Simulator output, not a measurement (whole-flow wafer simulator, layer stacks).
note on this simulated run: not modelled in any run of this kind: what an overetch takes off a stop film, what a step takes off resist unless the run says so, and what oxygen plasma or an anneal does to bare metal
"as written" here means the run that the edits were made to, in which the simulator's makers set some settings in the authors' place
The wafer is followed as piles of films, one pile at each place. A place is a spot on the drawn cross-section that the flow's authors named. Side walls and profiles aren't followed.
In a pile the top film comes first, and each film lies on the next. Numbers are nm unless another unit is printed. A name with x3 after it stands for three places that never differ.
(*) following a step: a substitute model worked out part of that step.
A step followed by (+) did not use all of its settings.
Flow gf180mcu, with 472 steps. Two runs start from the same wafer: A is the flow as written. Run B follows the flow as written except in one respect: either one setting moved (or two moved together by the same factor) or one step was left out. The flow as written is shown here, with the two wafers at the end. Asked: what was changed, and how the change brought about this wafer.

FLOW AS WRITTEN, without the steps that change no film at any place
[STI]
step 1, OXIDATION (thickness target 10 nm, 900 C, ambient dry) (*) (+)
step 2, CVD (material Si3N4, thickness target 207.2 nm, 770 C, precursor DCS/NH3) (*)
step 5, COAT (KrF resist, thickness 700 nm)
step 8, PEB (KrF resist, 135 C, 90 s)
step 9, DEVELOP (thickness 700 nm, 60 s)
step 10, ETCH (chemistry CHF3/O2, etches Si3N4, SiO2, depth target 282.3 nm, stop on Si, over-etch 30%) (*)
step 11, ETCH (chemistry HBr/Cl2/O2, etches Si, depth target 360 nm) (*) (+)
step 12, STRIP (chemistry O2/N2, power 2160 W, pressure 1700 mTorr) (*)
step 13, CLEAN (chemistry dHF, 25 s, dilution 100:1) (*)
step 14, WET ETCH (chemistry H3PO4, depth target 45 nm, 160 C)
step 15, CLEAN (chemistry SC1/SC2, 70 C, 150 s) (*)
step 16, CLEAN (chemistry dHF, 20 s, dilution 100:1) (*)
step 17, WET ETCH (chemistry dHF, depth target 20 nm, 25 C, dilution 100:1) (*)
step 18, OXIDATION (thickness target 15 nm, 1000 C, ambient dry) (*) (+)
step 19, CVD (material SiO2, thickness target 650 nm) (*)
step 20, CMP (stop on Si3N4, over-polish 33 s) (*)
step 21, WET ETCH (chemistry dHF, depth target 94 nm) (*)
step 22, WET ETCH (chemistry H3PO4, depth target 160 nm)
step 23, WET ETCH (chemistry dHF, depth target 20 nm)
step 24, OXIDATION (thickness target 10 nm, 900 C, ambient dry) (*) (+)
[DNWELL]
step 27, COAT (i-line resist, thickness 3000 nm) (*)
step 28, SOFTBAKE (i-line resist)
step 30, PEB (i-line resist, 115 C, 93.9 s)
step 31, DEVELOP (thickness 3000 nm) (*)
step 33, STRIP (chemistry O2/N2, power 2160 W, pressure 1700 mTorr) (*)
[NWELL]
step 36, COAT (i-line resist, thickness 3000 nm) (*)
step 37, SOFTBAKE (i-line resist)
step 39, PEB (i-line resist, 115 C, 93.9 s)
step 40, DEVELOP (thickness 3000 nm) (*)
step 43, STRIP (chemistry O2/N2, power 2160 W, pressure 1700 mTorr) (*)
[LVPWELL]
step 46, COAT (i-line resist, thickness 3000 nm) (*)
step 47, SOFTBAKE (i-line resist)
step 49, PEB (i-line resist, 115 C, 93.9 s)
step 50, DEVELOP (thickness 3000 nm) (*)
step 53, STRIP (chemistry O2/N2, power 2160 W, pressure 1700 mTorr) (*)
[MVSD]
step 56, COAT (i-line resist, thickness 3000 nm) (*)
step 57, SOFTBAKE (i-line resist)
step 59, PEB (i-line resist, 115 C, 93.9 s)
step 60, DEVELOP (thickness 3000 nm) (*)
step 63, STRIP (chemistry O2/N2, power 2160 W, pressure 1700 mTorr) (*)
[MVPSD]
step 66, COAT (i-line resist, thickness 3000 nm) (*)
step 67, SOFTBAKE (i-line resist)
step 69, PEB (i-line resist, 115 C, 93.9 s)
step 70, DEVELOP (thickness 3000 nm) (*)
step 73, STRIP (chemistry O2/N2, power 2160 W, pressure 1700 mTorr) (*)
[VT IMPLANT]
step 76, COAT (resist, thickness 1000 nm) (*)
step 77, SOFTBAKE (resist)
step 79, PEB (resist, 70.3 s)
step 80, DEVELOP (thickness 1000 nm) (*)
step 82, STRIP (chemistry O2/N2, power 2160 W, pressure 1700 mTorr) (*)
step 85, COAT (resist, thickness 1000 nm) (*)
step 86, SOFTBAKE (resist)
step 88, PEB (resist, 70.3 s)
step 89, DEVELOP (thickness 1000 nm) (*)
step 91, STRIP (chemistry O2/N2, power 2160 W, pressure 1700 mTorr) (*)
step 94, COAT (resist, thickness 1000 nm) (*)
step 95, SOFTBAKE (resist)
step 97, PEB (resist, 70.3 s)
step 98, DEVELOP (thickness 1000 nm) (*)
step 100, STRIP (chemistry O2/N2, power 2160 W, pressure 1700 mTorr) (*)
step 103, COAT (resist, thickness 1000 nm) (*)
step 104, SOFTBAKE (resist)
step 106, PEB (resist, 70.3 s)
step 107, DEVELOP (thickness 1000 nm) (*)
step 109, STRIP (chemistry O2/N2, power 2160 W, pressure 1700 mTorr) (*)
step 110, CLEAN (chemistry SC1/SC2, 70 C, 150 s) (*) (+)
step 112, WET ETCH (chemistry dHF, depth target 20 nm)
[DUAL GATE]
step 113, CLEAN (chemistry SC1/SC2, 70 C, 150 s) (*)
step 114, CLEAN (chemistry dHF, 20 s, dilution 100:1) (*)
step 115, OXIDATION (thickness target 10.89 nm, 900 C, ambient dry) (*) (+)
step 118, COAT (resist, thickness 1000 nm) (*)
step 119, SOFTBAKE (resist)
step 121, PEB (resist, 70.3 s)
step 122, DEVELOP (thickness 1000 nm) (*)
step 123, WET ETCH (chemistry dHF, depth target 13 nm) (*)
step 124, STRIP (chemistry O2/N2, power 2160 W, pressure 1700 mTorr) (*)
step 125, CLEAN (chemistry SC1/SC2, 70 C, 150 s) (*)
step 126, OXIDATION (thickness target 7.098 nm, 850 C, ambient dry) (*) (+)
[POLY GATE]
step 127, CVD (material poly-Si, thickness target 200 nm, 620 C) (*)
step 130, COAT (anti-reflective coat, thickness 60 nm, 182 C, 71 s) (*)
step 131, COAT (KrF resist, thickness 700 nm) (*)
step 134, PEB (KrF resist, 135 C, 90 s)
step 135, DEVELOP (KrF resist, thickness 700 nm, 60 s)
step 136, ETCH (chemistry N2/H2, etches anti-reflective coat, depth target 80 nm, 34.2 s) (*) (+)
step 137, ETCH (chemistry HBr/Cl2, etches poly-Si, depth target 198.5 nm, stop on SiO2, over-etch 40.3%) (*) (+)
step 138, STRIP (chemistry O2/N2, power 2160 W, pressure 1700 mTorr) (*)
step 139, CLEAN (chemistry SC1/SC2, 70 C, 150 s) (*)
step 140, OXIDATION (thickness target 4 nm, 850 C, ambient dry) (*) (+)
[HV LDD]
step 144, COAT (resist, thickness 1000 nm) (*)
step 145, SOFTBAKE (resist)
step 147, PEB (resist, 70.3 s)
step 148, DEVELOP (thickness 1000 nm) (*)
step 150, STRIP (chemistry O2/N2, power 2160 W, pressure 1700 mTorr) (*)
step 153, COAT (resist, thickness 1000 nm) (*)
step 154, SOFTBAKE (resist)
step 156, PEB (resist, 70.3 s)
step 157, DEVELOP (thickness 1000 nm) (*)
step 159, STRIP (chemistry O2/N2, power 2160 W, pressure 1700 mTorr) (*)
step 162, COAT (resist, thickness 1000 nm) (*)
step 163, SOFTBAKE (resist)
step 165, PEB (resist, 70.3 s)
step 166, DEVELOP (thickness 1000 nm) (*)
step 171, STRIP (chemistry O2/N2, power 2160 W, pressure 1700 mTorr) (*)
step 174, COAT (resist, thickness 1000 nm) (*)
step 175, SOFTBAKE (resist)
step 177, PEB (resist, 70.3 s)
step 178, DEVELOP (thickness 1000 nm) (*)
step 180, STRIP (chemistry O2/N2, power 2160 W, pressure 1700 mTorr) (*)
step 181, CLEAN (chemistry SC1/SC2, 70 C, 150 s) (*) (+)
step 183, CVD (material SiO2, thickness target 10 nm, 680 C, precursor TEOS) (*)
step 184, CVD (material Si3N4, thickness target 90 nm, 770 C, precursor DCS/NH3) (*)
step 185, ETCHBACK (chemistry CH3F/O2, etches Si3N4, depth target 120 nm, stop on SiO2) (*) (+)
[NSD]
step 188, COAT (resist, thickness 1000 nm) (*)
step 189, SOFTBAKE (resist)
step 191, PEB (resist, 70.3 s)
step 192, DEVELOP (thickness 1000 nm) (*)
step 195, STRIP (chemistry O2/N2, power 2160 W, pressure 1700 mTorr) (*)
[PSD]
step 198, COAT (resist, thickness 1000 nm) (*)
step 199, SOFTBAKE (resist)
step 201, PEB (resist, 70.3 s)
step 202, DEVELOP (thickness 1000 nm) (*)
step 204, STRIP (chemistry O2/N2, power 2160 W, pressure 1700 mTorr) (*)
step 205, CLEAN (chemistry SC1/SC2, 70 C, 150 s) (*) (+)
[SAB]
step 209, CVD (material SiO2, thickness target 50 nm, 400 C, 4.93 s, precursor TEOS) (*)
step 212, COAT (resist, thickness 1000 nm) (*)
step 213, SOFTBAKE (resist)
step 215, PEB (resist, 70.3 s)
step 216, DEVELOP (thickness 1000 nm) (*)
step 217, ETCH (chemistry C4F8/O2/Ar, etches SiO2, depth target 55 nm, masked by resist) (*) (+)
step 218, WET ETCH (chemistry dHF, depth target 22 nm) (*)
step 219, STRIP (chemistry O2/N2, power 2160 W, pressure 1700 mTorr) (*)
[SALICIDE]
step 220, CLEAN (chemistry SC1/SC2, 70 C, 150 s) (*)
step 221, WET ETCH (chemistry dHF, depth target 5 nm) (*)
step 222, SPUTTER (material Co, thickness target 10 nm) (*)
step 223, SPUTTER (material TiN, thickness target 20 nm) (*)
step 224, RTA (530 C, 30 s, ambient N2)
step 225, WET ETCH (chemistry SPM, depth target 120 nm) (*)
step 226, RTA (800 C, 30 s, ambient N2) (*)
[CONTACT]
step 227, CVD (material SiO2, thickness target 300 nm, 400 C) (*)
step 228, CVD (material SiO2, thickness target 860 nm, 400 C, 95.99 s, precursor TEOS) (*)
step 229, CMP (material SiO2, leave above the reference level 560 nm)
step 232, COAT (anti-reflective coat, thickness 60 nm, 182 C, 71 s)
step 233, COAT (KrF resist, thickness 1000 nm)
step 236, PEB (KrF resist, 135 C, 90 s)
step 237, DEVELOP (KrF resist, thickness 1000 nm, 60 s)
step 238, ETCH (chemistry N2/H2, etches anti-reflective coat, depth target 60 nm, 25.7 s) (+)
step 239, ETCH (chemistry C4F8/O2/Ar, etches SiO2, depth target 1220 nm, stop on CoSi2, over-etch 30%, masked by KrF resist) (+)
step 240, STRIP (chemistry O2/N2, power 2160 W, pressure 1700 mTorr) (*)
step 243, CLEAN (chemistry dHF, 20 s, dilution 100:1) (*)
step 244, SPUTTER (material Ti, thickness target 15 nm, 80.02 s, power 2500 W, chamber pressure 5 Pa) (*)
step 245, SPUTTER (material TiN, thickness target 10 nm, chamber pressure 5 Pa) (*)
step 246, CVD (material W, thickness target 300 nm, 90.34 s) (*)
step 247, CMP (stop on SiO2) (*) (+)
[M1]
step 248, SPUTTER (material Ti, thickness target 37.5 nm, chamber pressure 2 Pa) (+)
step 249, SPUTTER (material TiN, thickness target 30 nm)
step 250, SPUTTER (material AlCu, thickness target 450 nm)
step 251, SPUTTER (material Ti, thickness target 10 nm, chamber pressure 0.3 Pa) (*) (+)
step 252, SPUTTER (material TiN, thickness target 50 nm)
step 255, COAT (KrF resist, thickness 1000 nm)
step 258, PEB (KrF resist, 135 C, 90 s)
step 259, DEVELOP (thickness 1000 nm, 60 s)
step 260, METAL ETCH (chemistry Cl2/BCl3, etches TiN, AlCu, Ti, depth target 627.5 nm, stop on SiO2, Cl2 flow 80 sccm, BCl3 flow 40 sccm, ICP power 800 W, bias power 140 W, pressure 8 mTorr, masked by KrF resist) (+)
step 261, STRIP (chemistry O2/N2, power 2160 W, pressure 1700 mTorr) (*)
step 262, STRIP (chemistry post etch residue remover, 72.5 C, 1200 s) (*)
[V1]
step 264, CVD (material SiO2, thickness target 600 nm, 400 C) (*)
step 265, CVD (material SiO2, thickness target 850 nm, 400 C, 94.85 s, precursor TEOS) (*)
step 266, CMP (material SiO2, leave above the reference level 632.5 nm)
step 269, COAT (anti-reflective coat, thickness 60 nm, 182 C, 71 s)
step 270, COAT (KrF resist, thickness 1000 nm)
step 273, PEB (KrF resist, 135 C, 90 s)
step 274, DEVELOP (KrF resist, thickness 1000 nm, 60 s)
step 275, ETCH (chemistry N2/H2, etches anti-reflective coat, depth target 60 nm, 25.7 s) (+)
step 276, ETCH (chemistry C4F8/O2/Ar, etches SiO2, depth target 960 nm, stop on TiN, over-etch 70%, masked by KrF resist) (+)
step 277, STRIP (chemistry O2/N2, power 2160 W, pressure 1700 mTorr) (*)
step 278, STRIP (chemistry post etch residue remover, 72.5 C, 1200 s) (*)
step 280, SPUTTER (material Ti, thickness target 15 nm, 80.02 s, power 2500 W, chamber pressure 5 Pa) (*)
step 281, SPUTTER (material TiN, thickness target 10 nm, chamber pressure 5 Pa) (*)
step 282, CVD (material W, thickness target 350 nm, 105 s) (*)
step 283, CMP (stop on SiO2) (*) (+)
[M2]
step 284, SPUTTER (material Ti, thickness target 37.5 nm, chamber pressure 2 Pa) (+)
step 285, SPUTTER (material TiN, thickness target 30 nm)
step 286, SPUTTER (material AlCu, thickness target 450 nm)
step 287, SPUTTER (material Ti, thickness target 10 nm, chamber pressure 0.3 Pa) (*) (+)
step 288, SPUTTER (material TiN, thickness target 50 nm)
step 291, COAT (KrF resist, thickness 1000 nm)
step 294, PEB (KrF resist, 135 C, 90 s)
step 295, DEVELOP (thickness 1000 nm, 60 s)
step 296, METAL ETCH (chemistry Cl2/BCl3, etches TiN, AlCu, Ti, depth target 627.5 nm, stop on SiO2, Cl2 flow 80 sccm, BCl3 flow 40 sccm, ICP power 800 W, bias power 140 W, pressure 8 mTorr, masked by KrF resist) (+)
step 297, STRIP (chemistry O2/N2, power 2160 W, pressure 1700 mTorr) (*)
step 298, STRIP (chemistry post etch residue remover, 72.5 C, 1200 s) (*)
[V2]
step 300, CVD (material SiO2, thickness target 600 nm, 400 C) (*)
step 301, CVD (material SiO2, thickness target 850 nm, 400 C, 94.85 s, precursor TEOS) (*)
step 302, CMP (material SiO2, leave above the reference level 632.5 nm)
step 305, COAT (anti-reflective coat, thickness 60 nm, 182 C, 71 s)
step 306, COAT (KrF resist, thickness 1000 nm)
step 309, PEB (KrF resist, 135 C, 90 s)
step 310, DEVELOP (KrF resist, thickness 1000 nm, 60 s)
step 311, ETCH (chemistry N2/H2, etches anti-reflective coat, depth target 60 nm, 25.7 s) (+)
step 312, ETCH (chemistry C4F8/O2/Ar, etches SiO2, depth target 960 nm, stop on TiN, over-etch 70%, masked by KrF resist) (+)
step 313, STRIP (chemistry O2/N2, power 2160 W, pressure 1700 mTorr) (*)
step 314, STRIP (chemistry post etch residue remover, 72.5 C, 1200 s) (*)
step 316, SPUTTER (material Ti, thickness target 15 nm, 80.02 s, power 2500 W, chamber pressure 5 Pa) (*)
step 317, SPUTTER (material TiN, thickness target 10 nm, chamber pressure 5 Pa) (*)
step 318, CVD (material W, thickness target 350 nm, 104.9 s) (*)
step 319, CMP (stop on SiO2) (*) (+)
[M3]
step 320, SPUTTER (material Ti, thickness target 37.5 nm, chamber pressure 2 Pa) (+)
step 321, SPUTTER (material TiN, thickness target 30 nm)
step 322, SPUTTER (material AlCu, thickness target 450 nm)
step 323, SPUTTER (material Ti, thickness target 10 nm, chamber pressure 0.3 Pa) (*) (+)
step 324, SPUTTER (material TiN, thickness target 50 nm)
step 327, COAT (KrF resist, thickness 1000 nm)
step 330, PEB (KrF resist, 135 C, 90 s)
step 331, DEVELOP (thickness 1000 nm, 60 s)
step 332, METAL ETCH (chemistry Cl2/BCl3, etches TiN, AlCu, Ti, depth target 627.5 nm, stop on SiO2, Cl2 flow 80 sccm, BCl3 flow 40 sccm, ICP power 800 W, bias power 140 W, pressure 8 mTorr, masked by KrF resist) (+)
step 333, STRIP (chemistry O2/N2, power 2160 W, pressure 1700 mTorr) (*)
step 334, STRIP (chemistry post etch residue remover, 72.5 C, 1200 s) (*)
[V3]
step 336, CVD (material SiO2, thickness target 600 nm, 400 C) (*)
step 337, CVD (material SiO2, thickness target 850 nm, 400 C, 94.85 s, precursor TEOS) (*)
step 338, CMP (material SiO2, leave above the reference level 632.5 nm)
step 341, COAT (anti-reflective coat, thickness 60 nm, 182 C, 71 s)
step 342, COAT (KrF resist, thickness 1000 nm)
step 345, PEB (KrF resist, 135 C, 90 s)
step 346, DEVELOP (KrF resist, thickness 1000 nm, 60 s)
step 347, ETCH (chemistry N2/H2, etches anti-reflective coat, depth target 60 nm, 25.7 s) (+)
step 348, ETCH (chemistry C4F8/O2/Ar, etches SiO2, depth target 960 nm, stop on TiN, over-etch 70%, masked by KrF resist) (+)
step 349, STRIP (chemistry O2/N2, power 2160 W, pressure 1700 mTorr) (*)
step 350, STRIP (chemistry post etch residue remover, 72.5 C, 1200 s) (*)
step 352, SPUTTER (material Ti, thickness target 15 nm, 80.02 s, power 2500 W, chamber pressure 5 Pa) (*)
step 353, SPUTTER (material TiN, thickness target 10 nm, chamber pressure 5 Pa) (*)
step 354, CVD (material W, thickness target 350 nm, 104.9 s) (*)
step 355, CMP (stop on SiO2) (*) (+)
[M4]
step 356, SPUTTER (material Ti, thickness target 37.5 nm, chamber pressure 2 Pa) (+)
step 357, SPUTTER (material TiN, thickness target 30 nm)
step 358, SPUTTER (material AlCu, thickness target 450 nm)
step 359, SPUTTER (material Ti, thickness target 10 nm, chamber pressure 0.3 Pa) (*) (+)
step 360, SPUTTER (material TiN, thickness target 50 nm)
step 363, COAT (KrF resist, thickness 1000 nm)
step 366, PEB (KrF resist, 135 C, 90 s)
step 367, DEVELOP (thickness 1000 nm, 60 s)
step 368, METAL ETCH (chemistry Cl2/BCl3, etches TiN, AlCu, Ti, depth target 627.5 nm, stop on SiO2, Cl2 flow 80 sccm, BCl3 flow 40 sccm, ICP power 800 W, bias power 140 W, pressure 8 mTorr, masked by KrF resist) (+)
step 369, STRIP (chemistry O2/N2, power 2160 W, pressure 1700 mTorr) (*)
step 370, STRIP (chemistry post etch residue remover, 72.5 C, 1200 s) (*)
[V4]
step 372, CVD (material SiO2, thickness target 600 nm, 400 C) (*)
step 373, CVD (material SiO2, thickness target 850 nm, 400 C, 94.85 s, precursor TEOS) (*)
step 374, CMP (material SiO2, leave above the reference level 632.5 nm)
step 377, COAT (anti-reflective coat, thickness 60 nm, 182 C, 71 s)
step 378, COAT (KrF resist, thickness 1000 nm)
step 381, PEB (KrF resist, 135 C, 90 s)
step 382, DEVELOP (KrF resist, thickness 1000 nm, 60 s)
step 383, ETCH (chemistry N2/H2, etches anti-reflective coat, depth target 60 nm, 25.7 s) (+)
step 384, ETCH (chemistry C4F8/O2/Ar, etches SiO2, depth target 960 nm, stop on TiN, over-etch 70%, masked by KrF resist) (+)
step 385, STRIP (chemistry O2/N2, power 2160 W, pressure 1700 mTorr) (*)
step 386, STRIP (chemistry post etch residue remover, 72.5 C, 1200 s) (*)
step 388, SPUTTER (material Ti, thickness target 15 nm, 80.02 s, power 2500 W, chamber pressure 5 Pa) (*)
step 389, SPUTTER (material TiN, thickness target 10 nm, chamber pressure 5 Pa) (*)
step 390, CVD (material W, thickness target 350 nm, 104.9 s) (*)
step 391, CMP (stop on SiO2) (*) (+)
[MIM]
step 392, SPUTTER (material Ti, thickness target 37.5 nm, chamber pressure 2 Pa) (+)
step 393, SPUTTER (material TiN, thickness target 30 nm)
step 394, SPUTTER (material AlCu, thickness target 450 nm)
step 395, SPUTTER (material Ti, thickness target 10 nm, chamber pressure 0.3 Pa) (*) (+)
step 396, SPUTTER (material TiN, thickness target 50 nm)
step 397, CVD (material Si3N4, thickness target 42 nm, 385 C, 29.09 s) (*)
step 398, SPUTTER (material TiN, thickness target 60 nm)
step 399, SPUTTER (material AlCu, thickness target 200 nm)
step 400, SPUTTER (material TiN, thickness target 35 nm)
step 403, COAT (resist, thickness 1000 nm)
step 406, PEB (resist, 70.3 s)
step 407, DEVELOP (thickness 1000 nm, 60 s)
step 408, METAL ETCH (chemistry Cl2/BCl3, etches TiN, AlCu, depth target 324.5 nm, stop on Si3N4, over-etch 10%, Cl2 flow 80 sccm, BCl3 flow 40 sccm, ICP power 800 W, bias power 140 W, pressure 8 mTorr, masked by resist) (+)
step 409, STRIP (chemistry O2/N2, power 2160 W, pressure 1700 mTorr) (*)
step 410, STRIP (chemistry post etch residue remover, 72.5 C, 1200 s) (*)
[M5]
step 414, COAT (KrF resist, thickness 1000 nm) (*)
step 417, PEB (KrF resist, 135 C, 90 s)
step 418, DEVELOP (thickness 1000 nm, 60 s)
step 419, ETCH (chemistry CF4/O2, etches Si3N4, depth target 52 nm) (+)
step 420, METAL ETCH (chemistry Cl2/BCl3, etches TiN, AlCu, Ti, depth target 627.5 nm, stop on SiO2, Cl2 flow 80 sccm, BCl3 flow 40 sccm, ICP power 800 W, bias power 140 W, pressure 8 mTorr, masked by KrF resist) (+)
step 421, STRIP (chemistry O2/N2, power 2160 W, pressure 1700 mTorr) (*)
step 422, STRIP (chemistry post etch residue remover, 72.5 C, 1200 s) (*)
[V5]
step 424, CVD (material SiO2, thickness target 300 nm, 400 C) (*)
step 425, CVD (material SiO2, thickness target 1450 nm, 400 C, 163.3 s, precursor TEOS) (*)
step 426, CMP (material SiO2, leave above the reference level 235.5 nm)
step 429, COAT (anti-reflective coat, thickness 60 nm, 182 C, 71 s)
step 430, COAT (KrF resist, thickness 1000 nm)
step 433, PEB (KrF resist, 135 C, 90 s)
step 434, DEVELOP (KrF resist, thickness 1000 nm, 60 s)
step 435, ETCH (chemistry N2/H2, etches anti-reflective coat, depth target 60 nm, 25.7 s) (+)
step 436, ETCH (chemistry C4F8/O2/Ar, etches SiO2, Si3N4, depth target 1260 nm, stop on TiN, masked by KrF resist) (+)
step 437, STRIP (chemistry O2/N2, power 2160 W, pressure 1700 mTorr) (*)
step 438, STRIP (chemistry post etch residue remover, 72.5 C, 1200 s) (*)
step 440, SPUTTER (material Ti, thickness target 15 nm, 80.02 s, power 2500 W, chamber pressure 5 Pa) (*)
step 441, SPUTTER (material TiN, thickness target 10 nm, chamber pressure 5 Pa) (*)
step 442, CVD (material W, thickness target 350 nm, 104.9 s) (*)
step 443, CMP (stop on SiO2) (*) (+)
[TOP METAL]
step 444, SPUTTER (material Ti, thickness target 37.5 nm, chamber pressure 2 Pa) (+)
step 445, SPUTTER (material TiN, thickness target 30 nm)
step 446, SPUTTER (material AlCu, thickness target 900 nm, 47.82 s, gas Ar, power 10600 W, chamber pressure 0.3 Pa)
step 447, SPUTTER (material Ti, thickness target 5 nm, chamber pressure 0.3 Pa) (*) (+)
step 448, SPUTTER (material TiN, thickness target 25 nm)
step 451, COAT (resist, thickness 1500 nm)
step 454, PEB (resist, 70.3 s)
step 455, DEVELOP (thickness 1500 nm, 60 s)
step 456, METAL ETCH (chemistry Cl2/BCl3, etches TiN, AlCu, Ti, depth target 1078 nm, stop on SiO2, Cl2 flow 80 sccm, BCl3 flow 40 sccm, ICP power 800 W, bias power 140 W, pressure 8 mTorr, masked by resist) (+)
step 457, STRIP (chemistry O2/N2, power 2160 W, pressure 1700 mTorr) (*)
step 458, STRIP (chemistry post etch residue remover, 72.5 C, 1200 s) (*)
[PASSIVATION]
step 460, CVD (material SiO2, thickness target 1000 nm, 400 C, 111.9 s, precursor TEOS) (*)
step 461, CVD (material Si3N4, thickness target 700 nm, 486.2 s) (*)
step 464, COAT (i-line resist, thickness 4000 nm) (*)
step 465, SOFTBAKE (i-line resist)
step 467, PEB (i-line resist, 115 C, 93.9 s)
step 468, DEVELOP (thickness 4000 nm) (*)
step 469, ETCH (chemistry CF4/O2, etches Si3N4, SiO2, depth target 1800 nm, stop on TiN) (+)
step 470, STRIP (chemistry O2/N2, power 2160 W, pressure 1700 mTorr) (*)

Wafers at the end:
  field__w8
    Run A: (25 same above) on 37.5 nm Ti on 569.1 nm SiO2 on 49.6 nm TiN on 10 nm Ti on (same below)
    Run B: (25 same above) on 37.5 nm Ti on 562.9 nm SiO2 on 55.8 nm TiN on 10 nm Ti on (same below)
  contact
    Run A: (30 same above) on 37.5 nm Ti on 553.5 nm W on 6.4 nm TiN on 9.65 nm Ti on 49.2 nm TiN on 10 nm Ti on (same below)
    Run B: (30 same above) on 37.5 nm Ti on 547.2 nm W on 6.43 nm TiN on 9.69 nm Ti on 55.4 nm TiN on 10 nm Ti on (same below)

What caused this: step 288, SPUTTER: thickness target 56.2 nm was run, whereas the flow has thickness target 50 nm.

How this came from the change, step by step:
  step 288, SPUTTER (material TiN, thickness target 50 nm)
      field, field__w1, field__w2 and 108 more: A TiN gains 50 (new film) | B TiN gains 56.2 (new film)
  step 296, METAL ETCH (chemistry Cl2/BCl3, etches TiN, AlCu, Ti, depth target 627.5 nm, stop on SiO2, Cl2 flow 80 sccm, BCl3 flow 40 sccm, ICP power 800 W, bias power 140 W, pressure 8 mTorr, masked by KrF resist) (+)
      field, field__w1, field__w2 and 103 more: A TiN loses 50 (all of it), Ti loses 10 (all of it), AlCu loses 450 (all of it), TiN loses 30 (all of it), Ti loses 37.5 (all of it) | B TiN loses 56.2 (all of it), Ti loses 10 (all of it), AlCu loses 450 (all of it), TiN loses 30 (all of it), Ti loses 37.5 (all of it)
